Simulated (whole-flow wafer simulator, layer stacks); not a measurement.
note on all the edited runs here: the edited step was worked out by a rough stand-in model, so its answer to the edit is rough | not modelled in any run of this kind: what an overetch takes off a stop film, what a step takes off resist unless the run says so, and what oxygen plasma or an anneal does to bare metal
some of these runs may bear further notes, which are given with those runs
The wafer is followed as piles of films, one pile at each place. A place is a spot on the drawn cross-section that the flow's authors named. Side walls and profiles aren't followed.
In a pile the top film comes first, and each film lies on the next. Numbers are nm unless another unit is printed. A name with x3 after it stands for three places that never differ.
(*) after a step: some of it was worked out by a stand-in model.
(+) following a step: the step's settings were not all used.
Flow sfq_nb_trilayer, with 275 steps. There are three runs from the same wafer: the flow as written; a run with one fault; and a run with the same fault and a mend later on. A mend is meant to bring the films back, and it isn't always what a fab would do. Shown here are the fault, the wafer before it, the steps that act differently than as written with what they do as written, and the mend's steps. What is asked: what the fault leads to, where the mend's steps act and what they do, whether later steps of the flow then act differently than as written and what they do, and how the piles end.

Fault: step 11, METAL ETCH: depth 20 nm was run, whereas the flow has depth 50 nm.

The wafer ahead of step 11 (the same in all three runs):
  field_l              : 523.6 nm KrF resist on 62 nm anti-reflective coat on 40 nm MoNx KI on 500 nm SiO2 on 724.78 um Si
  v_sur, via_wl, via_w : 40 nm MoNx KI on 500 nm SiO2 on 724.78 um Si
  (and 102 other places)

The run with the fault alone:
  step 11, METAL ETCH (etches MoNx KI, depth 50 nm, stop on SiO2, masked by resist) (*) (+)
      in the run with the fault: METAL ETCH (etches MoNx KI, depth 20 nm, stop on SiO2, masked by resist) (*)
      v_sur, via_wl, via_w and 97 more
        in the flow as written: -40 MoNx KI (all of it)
        in the run with the fault: -20 MoNx KI
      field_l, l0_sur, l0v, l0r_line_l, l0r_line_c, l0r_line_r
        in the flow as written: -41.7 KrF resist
        in the run with the fault: -16.7 KrF resist
  Steps further on in the flow that do not act as written (8 other steps are not shown; they differ only slightly, by no more than 2% or 0.5 nm, whichever is larger):
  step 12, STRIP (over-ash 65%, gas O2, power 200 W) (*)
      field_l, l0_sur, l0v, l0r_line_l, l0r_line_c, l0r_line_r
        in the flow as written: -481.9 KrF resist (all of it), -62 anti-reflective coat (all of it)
        in the run with the fault: -506.9 KrF resist (all of it), -62 anti-reflective coat (all of it)
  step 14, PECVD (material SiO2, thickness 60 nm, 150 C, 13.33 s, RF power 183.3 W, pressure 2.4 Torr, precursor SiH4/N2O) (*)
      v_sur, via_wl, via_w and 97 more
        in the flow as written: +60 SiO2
        in the run with the fault: +60 SiO2 (new film)
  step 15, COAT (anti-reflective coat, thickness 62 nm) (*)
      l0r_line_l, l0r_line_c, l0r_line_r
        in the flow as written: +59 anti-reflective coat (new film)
        in the run with the fault: +60.3 anti-reflective coat (new film)
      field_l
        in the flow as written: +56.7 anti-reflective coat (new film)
        in the run with the fault: +59 anti-reflective coat (new film)
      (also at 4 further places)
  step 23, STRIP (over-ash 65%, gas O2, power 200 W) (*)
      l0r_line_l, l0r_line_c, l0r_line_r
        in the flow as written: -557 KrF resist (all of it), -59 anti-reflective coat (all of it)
        in the run with the fault: -558.4 KrF resist (all of it), -60.3 anti-reflective coat (all of it)
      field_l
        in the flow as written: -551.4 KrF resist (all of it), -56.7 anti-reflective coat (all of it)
        in the run with the fault: -555.7 KrF resist (all of it), -59 anti-reflective coat (all of it)
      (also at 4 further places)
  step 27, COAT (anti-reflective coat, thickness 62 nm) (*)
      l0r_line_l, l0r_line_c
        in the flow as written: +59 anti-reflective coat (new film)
        in the run with the fault: +60.3 anti-reflective coat (new film)
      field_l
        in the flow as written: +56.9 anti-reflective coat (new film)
        in the run with the fault: +59.3 anti-reflective coat (new film)
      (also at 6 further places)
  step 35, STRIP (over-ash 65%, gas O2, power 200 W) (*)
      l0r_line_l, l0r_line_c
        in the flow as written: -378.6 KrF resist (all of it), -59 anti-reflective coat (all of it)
        in the run with the fault: -380.5 KrF resist (all of it), -60.3 anti-reflective coat (all of it)
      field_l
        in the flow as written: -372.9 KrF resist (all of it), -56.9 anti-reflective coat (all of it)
        in the run with the fault: -377.6 KrF resist (all of it), -59.3 anti-reflective coat (all of it)
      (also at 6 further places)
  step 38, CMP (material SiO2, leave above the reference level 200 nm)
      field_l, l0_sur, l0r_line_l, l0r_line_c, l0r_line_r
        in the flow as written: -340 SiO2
        in the run with the fault: -320 SiO2
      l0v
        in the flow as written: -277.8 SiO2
        in the run with the fault: -257.8 SiO2
  The piles end different from the flow's at v_sur, via_wl, via_w and 97 more by more than 2% or 0.5 nm, whichever is larger.
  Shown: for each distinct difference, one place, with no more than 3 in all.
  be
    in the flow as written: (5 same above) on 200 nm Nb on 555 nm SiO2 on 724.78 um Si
    in the run with the fault: (5 same above) on 200 nm Nb on 55 nm SiO2 on 20 nm MoNx KI on 500 nm SiO2 on 724.78 um Si
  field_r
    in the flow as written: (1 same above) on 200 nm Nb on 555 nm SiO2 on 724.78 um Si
    in the run with the fault: (1 same above) on 200 nm Nb on 55 nm SiO2 on 20 nm MoNx KI on 500 nm SiO2 on 724.78 um Si
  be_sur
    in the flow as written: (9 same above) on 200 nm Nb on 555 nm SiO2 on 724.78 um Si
    in the run with the fault: (9 same above) on 200 nm Nb on 55 nm SiO2 on 20 nm MoNx KI on 500 nm SiO2 on 724.78 um Si

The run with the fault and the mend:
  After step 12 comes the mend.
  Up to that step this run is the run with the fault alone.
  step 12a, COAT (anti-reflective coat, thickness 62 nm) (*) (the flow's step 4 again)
      p4_fl x3, p4_w1 x9, p4_g1 x2 and 59 more
        +62 anti-reflective coat (new film)
      via_v, wire, be and 7 more
        +62.9 anti-reflective coat (new film)
      jj_sur, ce_l, c5j, ce_r, sp_r, be_r, r_sur
        +62.8 anti-reflective coat (new film)
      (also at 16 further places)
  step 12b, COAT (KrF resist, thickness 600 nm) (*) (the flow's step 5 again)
      p4_fl x3, p4_w1 x9, p4_g1 x2 and 59 more
        +600 KrF resist (new film)
      jj_sur, ce_l, c5j, ce_r, sp_r, be_r, r_sur
        +603.3 KrF resist (new film)
      be_sur, gap, res, r_end, moat
        +603.4 KrF resist (new film)
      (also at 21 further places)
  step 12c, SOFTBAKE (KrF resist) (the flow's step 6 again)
      does not change any film at any place that is followed
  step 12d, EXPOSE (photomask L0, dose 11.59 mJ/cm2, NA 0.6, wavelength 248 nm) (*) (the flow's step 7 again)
      does not change any film at any place that is followed
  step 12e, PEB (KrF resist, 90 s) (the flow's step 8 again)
      l0_sur, p4_fl x3, p4_w1 x9 and 64 more
        -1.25 KrF resist
      v_sur, via_w, via_wr and 21 more
        -1.26 KrF resist
      via_wl, lsp_r, l0r_space_c
        -1.27 KrF resist
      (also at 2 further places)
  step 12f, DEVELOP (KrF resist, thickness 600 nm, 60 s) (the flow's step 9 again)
      p4_fl x3, p4_w1 x9, p4_g1 x2 and 59 more
        -598.7 KrF resist (all of it)
      be_sur, gap, jj_sur and 6 more
        -602.1 KrF resist (all of it)
      field_l, l0_sur, l0v, l0r_line_l, l0r_line_c, l0r_line_r
        -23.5 KrF resist
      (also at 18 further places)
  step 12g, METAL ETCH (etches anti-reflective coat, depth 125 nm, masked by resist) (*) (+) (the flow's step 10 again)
      p4_fl x3, p4_w1 x9, p4_g1 x2 and 59 more
        -62 anti-reflective coat (all of it)
      via_v, wire, be and 7 more
        -62.9 anti-reflective coat (all of it)
      jj_sur, ce_l, c5j, ce_r, sp_r, be_r, r_sur
        -62.8 anti-reflective coat (all of it)
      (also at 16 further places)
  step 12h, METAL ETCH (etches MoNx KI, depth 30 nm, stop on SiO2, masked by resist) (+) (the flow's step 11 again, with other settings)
      v_sur, via_wl, via_w and 97 more
        -20 MoNx KI (all of it)
      field_l, l0_sur, l0v, l0r_line_l, l0r_line_c, l0r_line_r
        -25 KrF resist
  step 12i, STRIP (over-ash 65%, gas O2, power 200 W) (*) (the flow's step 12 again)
      l0r_line_l, l0r_line_c, l0r_line_r
        -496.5 KrF resist (all of it), -60.2 anti-reflective coat (all of it)
      field_l
        -494 KrF resist (all of it), -58.9 anti-reflective coat (all of it)
      l0_sur
        -495 KrF resist (all of it), -57.4 anti-reflective coat (all of it)
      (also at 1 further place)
  Later steps of the flow that are run all act as written at every place that is followed.
  At every place that both follow, the piles at the end match the flow's.
